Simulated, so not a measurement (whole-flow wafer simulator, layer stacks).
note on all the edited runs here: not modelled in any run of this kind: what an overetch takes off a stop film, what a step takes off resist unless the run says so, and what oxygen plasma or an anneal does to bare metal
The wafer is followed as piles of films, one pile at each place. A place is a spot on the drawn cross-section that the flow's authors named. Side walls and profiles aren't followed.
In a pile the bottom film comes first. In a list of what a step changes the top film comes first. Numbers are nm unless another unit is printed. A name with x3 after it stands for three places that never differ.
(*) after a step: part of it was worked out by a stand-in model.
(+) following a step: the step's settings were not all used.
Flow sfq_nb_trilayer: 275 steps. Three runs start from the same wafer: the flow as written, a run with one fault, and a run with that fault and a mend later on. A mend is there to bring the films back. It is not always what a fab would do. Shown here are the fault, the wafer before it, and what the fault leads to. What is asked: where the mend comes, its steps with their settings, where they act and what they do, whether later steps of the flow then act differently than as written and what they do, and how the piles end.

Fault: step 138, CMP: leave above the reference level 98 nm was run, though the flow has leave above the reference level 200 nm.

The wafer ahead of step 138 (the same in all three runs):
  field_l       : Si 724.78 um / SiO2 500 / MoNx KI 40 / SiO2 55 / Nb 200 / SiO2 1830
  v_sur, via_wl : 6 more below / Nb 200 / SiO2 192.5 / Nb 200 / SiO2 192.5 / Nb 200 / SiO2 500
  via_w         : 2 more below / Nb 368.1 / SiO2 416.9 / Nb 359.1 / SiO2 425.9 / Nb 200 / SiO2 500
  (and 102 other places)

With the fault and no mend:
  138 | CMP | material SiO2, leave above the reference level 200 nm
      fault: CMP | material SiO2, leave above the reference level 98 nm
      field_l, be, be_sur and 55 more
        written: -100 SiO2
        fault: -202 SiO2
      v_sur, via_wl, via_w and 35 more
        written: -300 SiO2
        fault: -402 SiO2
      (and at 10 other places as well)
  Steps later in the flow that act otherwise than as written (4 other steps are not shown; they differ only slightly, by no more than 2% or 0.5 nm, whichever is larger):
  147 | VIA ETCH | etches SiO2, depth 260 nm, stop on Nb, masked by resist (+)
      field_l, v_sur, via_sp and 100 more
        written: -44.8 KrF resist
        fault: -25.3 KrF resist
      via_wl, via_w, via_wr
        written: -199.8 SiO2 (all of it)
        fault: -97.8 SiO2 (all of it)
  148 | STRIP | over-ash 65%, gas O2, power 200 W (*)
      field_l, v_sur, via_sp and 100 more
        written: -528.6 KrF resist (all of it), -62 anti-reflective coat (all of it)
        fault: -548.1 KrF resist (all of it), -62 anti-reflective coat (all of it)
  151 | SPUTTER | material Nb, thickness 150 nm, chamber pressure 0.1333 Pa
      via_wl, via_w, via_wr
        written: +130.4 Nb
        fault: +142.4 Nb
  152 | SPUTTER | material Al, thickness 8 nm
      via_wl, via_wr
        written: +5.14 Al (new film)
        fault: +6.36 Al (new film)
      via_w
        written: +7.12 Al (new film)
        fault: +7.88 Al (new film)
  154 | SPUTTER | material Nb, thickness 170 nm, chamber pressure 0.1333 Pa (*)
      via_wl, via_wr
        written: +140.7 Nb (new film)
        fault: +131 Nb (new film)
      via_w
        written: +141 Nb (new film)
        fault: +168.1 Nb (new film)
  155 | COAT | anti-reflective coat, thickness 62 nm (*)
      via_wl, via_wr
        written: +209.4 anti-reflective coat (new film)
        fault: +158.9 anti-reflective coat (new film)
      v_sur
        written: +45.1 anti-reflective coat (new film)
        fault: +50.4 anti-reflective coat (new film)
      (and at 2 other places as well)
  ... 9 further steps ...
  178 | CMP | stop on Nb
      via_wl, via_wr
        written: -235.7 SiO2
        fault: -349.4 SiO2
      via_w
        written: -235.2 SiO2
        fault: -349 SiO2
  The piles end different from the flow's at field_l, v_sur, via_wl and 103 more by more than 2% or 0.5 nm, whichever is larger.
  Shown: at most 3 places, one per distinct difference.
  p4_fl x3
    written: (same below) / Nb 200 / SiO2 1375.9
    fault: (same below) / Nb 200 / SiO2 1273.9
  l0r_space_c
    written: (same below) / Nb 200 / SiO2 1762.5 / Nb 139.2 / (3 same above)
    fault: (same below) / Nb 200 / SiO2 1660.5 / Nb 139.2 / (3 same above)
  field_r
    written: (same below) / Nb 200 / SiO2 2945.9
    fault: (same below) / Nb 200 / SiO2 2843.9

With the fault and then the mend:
  After step 145 comes the mend.
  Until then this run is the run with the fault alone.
  145a | STRIP | over-ash 65%, gas O2, power 200 W (*)
      field_l, v_sur, via_sp and 100 more
        -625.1 KrF resist (all of it), -62 anti-reflective coat (all of it)
      via_wl, via_w, via_wr
        -62 anti-reflective coat (all of it)
  145b | PECVD | material SiO2, thickness 102 nm, 150 C, 22.67 s, RF power 183.3 W, pressure 2.4 Torr, precursor SiH4/N2O (a further turn of the flow's step 137, with different settings)
      field_l, v_sur, via_wl and 103 more
        +102 SiO2
  145c | COAT | anti-reflective coat, thickness 62 nm (a further turn of the flow's step 140)
      field_l, v_sur, via_wl and 103 more
        +62 anti-reflective coat (new film)
  145d | COAT | KrF resist, thickness 650 nm (a further turn of the flow's step 141)
      field_l, v_sur, via_wl and 103 more
        +650 KrF resist (new film)
  145e | SOFTBAKE | KrF resist (a further turn of the flow's step 142)
      does not change any film at any place that is followed
  145f | EXPOSE | photomask I4, dose 11.93 mJ/cm2, NA 0.6, wavelength 248 nm (*) (a further turn of the flow's step 143)
      does not change any film at any place that is followed
  145g | PEB | KrF resist, 90 s (a further turn of the flow's step 144)
      field_l, v_sur, via_wl and 103 more
        -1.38 KrF resist
  145h | DEVELOP | KrF resist, thickness 650 nm, 60 s (a further turn of the flow's step 145)
      field_l, v_sur, via_sp and 100 more
        -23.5 KrF resist
      via_wl, via_w, via_wr
        -648.6 KrF resist (all of it)
  None of the later steps of the flow differs from how it acts as written, at any place that is followed, by more than 2% or 0.5 nm, whichever is larger.
  By the end, the piles equal the flow's at every place that both follow.
